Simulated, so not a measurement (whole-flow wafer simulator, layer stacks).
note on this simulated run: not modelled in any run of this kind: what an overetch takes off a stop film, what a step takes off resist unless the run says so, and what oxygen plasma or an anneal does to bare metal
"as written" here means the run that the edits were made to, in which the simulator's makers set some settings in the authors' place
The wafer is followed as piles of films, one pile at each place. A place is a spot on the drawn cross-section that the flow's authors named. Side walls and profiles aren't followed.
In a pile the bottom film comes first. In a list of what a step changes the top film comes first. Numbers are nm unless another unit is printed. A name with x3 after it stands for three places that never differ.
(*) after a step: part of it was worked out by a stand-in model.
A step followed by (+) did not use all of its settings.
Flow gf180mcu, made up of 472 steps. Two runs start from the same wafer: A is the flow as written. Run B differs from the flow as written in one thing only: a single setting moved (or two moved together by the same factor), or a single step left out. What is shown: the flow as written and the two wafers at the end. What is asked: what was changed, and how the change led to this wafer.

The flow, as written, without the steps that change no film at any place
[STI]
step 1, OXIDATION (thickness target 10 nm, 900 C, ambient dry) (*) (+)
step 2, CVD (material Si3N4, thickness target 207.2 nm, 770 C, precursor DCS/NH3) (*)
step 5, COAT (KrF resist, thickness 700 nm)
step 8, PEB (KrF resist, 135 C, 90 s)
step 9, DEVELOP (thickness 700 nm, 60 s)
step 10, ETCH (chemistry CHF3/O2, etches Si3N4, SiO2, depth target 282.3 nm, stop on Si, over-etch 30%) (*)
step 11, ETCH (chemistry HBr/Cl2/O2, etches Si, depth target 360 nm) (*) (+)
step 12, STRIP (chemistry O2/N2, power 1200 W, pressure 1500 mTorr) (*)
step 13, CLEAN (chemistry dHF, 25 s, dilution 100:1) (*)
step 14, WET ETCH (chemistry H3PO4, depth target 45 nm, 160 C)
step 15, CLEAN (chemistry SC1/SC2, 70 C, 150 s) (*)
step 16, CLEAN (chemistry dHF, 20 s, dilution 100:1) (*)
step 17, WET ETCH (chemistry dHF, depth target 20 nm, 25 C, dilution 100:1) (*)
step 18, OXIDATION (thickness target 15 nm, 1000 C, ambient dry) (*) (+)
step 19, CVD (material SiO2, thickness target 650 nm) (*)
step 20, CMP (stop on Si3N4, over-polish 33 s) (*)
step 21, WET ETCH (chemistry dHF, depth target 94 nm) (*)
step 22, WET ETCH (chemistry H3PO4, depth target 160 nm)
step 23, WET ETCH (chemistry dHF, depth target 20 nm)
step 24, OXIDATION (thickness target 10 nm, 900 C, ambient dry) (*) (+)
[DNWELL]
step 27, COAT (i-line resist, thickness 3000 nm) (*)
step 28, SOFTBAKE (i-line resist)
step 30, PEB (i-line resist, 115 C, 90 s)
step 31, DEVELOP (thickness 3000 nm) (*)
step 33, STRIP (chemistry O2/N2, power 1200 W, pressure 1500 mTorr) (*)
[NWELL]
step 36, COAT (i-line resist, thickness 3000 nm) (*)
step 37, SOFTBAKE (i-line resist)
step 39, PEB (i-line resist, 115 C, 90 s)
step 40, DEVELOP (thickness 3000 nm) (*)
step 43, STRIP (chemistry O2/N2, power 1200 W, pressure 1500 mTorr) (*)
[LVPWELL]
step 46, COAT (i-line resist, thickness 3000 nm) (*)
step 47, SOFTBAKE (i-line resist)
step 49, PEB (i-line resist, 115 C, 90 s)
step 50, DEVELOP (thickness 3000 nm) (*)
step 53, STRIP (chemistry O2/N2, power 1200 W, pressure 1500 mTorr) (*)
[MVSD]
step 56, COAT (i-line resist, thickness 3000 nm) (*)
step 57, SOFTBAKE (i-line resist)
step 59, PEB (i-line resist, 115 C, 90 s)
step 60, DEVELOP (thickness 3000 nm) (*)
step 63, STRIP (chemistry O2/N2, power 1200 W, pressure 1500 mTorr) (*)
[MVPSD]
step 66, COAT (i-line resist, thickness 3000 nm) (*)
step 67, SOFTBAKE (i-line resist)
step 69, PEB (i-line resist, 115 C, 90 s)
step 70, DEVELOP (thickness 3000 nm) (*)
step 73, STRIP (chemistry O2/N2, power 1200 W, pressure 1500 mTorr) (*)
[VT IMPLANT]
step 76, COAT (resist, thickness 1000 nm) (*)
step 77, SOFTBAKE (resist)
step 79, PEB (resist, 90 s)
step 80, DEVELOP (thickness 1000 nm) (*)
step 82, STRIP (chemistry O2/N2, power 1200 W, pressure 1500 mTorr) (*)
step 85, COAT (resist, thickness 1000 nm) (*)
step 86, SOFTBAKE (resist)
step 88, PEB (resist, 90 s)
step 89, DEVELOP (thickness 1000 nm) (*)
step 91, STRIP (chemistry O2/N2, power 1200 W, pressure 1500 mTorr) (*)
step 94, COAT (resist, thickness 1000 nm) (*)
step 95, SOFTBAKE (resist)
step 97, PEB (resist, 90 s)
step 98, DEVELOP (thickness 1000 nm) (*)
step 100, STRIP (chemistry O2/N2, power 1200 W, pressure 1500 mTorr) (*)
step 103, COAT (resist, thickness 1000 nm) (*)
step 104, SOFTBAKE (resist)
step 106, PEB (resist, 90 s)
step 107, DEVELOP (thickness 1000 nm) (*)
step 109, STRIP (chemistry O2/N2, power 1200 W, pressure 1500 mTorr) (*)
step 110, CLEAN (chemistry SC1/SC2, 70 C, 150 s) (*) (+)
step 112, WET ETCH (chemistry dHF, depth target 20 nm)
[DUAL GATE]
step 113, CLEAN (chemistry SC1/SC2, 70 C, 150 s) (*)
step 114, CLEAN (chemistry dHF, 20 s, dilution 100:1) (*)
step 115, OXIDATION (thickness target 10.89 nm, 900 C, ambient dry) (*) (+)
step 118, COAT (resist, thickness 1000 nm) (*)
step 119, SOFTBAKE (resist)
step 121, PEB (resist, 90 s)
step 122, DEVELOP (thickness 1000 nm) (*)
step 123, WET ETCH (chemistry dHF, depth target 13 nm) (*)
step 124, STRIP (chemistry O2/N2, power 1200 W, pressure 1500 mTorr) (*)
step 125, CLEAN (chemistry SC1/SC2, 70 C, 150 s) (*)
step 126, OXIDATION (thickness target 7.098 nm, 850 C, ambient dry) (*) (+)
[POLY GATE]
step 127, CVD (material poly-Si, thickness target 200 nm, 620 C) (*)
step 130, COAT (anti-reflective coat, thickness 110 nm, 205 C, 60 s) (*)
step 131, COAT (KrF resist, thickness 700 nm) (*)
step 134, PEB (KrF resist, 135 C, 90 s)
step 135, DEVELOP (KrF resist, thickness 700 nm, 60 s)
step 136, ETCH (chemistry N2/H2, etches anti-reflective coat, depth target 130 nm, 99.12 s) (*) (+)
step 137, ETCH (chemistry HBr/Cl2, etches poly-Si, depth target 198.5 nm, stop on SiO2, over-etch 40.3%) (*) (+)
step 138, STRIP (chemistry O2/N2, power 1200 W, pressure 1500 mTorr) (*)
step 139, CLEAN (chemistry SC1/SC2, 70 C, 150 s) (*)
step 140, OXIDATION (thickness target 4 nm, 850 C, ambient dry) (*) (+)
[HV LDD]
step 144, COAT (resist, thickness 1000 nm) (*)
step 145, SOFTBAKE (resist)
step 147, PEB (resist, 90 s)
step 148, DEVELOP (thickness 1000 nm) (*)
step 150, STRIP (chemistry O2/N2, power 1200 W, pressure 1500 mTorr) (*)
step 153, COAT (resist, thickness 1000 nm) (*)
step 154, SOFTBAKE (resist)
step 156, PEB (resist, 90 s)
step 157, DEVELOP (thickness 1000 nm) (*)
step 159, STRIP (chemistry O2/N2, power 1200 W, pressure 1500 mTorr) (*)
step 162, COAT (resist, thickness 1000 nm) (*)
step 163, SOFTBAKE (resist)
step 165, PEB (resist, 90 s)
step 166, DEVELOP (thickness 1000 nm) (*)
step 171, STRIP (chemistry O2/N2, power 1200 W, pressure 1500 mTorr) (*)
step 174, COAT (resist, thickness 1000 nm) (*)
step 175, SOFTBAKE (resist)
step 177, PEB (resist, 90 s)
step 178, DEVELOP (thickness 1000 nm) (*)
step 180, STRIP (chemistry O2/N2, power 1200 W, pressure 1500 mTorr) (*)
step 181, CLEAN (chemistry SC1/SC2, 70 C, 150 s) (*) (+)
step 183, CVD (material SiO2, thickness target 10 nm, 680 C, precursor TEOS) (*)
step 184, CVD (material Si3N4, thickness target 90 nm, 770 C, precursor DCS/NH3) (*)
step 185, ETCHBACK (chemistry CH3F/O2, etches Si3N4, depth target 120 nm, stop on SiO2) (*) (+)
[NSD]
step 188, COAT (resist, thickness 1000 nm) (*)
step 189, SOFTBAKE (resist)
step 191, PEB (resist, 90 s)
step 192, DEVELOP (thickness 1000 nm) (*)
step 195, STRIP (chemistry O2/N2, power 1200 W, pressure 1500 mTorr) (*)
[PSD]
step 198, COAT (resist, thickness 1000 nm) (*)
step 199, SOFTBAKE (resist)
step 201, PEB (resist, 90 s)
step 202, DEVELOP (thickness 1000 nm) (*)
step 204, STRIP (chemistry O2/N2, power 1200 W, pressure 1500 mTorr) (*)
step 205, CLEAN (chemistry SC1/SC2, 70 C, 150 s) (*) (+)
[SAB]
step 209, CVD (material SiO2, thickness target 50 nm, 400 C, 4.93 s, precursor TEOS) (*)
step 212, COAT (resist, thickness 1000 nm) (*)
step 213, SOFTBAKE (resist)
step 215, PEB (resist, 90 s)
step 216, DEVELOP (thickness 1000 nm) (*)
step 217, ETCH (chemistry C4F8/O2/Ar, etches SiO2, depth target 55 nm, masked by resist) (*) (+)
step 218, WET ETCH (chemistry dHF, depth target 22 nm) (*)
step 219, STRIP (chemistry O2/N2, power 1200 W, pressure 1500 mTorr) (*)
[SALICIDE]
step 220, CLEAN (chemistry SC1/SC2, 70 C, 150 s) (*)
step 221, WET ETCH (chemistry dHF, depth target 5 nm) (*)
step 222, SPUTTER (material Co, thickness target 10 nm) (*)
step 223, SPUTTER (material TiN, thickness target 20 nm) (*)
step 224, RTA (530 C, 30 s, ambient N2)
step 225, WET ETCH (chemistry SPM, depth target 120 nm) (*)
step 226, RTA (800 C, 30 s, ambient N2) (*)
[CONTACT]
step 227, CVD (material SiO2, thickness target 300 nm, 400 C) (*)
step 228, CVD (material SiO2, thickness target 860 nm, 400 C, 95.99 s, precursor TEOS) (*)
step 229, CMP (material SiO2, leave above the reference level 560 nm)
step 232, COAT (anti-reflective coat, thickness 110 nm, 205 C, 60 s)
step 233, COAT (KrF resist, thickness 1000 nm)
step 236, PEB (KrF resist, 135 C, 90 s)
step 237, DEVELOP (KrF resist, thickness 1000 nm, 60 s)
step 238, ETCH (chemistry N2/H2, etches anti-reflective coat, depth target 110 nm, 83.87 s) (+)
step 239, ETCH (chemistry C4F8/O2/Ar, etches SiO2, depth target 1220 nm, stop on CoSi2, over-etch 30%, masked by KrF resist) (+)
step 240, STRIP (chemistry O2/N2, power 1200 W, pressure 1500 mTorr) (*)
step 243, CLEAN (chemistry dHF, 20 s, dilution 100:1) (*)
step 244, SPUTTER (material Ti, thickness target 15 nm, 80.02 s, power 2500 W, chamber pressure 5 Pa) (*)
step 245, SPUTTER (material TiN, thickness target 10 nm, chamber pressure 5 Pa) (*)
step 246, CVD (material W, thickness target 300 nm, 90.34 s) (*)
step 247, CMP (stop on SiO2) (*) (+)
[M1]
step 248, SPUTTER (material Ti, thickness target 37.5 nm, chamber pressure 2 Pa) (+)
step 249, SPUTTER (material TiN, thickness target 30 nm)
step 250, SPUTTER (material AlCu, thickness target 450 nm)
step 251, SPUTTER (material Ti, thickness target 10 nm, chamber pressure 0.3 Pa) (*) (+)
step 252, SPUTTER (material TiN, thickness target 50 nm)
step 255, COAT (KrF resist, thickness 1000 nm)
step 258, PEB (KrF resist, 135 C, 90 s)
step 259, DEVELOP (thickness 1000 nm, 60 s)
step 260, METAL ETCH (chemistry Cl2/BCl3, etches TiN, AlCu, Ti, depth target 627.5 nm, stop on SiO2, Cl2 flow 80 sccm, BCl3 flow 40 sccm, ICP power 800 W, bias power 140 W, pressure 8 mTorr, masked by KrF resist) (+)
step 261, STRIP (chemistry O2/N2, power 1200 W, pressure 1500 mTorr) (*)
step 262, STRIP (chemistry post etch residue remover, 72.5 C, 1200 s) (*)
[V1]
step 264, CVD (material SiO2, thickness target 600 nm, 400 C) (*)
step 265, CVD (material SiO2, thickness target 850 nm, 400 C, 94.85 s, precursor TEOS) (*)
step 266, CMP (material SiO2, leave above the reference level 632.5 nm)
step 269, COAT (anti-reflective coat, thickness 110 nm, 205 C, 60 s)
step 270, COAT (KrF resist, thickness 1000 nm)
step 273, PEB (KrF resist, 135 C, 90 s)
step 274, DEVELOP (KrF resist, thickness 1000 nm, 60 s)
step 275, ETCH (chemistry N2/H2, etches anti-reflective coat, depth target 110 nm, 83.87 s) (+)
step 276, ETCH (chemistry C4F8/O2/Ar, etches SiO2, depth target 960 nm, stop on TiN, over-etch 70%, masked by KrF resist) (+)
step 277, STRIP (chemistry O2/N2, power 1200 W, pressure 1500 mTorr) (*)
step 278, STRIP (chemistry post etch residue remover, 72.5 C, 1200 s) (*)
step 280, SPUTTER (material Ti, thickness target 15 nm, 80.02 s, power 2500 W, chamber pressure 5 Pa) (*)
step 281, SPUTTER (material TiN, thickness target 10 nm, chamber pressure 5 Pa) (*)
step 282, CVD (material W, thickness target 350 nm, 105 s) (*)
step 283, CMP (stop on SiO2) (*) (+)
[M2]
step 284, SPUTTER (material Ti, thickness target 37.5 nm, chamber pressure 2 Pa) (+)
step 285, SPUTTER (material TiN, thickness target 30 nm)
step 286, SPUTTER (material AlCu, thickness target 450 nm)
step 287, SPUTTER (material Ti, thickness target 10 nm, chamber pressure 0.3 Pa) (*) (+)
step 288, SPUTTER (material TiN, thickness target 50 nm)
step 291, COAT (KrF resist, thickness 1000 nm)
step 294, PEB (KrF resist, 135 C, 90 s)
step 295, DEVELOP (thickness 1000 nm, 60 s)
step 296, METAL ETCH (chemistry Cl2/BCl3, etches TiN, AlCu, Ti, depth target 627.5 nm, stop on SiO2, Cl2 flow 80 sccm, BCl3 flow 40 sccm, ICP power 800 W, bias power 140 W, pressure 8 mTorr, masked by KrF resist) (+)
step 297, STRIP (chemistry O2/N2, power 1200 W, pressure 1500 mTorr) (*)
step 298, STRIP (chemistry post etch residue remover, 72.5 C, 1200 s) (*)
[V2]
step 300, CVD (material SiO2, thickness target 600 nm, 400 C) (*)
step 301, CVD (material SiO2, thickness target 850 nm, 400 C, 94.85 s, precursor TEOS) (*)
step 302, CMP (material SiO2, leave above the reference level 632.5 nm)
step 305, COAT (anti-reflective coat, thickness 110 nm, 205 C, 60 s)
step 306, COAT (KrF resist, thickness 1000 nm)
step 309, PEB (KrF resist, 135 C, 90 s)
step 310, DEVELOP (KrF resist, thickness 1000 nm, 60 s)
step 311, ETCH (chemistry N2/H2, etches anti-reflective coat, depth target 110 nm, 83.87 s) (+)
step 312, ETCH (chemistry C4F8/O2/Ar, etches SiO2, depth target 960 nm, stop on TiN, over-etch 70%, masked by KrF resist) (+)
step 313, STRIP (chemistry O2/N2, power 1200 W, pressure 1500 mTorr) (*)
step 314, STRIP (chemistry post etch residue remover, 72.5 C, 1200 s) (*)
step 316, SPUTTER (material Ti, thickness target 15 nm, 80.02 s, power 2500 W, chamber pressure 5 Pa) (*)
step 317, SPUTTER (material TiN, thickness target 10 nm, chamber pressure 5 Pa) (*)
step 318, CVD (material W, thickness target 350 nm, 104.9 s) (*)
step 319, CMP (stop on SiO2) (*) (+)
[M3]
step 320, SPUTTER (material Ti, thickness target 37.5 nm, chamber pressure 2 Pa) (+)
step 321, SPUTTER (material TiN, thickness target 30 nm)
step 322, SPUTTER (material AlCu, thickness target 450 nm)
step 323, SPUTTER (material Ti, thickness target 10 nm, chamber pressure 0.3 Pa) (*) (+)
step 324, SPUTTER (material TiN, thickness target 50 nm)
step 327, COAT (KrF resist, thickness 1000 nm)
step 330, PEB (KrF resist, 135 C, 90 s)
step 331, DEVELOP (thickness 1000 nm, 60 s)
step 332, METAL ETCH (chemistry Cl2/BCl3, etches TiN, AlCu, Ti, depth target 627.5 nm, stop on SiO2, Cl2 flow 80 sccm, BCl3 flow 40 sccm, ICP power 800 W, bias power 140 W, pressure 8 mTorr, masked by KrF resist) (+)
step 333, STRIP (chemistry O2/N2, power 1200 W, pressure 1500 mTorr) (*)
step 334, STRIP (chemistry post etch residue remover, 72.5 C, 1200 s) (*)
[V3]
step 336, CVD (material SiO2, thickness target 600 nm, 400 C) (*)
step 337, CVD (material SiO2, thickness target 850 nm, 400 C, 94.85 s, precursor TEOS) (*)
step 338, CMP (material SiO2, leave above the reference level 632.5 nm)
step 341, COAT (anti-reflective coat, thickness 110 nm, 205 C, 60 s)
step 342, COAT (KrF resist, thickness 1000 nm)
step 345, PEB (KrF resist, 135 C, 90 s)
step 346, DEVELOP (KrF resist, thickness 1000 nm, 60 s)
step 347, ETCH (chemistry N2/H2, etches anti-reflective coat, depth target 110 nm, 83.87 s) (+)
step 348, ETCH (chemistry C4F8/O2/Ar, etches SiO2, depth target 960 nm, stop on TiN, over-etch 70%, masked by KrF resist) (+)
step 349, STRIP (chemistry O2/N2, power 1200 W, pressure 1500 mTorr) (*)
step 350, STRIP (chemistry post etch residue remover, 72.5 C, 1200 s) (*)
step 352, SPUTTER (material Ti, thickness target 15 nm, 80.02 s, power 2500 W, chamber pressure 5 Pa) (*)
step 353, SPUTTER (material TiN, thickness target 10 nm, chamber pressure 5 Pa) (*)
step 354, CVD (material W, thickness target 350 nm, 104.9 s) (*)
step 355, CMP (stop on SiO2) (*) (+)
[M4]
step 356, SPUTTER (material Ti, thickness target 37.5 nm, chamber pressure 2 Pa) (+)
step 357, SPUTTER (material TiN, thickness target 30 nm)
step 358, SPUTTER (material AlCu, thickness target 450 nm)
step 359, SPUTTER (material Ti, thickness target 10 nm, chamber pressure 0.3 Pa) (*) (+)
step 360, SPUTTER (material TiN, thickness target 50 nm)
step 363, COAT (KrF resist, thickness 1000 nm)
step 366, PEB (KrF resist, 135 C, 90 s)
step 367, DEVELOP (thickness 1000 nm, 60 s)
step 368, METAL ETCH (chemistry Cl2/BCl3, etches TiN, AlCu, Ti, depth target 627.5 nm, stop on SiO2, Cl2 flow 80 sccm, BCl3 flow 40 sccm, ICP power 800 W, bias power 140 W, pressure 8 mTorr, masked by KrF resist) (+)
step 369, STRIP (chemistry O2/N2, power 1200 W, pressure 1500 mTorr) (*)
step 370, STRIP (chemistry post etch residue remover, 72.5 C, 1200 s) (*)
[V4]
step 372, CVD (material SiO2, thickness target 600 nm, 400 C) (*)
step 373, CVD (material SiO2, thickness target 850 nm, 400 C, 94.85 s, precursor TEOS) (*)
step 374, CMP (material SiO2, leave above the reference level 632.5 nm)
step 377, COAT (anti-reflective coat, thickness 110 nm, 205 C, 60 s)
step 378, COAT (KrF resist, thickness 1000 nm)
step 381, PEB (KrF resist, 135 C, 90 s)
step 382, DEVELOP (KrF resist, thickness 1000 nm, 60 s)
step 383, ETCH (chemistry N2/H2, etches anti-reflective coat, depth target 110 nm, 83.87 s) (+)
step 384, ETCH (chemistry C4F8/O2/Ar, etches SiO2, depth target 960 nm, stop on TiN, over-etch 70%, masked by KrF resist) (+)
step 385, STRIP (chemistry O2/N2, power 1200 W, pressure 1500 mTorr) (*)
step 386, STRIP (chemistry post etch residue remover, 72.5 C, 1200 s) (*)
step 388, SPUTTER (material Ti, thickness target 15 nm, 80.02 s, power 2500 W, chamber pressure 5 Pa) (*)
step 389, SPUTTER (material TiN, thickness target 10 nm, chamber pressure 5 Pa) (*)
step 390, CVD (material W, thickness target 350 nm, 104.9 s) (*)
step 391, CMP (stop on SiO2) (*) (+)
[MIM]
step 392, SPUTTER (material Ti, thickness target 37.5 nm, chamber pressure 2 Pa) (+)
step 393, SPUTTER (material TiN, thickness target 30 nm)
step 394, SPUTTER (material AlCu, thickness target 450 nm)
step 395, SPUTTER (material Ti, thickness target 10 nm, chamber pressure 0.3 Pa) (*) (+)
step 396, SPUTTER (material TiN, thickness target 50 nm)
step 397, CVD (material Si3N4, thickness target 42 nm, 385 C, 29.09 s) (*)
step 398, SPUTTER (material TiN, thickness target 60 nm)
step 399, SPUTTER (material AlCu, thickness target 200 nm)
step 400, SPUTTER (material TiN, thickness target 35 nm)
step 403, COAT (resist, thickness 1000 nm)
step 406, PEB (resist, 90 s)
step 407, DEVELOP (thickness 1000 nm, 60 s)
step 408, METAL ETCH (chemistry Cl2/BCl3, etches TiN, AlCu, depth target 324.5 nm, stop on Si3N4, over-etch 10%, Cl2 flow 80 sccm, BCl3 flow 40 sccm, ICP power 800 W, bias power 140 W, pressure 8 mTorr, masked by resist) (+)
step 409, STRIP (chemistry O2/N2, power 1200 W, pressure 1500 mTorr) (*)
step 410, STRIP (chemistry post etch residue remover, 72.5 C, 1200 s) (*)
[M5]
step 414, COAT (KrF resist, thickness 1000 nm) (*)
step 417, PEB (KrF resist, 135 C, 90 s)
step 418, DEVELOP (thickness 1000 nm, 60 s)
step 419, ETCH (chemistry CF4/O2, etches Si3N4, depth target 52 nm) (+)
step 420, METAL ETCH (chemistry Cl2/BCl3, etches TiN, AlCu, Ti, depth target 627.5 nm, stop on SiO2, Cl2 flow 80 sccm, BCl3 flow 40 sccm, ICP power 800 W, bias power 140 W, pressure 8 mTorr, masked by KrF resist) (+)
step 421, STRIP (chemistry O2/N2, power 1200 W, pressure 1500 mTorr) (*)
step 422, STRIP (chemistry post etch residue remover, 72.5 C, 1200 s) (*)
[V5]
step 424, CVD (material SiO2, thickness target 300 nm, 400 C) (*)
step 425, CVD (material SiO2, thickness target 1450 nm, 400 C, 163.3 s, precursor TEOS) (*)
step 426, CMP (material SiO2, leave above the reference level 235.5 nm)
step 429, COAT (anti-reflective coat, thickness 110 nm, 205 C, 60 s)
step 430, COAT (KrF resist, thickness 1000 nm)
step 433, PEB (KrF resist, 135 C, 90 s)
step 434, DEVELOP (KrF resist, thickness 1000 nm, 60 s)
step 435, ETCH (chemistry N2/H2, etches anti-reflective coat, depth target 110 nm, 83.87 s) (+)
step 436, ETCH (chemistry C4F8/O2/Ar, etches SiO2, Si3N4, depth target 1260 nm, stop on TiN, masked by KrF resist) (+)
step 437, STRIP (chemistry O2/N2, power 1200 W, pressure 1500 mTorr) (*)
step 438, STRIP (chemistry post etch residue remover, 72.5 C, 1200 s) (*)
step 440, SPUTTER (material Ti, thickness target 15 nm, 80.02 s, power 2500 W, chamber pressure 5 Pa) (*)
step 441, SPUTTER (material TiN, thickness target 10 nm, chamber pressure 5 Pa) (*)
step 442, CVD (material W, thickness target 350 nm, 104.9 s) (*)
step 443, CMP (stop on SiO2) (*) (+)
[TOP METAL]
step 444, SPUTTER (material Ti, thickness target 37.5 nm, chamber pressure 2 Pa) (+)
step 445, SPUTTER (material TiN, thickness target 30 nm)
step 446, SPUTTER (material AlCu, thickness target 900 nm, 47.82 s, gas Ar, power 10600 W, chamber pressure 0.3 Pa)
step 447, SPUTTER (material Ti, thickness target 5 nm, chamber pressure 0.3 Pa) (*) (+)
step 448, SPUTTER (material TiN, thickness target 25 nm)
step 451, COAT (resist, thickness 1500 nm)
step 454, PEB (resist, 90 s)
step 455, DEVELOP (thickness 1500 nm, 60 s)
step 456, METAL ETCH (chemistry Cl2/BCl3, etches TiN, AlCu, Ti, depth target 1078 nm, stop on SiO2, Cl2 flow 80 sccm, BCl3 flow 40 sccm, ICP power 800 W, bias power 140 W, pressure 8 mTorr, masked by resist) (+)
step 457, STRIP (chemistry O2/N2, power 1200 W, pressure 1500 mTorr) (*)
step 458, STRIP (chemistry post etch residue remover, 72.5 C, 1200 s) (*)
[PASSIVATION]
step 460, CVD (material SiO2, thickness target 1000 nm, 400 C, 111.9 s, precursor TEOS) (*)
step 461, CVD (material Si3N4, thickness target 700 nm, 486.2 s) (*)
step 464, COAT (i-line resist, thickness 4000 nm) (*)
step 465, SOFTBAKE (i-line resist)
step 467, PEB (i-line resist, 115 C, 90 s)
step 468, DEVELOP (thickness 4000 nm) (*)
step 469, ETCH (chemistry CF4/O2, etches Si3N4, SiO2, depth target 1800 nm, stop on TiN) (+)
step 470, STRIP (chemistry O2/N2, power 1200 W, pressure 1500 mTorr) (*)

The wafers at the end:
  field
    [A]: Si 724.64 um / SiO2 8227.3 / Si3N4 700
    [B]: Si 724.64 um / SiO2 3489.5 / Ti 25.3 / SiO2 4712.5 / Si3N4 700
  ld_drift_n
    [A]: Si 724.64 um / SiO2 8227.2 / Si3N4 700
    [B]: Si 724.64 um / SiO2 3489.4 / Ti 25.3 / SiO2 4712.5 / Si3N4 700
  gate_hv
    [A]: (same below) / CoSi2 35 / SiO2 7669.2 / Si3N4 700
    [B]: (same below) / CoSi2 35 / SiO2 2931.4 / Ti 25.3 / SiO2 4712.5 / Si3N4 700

Cause: step 332, METAL ETCH: depth target 552.2 nm was run, whereas the flow has depth target 627.5 nm.

How this came from the change, step by step:
  step 332, METAL ETCH (chemistry Cl2/BCl3, etches TiN, AlCu, Ti, depth target 627.5 nm, stop on SiO2, Cl2 flow 80 sccm, BCl3 flow 40 sccm, ICP power 800 W, bias power 140 W, pressure 8 mTorr, masked by KrF resist) (+)
      field, field__w1, field__w2 and 103 more: A -50 TiN (all of it), -10 Ti (all of it), -450 AlCu (all of it), -30 TiN (all of it), -37.5 Ti (all of it) | B -50 TiN (all of it), -10 Ti (all of it), -450 AlCu (all of it), -30 TiN (all of it), -12.2 Ti
      field__w8, contact, m1, m1__w1, m1_nw: A -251 KrF resist | B -220.9 KrF resist
  step 333, STRIP (chemistry O2/N2, power 1200 W, pressure 1500 mTorr) (*)
      field__w8, contact, m1, m1__w1, m1_nw: A -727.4 KrF resist (all of it) | B -757.5 KrF resist (all of it)
  step 336, CVD (material SiO2, thickness target 600 nm, 400 C) (*)
      field, field__w1, field__w2 and 103 more: A +600 SiO2 | B +600 SiO2 (new film)
  step 338, CMP (material SiO2, leave above the reference level 632.5 nm)
      field, field__w1, field__w2 and 103 more: A -300 SiO2 | B -325.3 SiO2
If metal films that touch count as one body, field has 1 body; the flow as written gives 0 bodies.
If metal films that touch count as one body, ld_drift_n has 1 body; the flow as written gives 0 bodies.
If metal films that touch count as one body, gate_hv has 2 bodies (between them, from the top down: SiO2 2931.4); the flow as written gives 1 body.
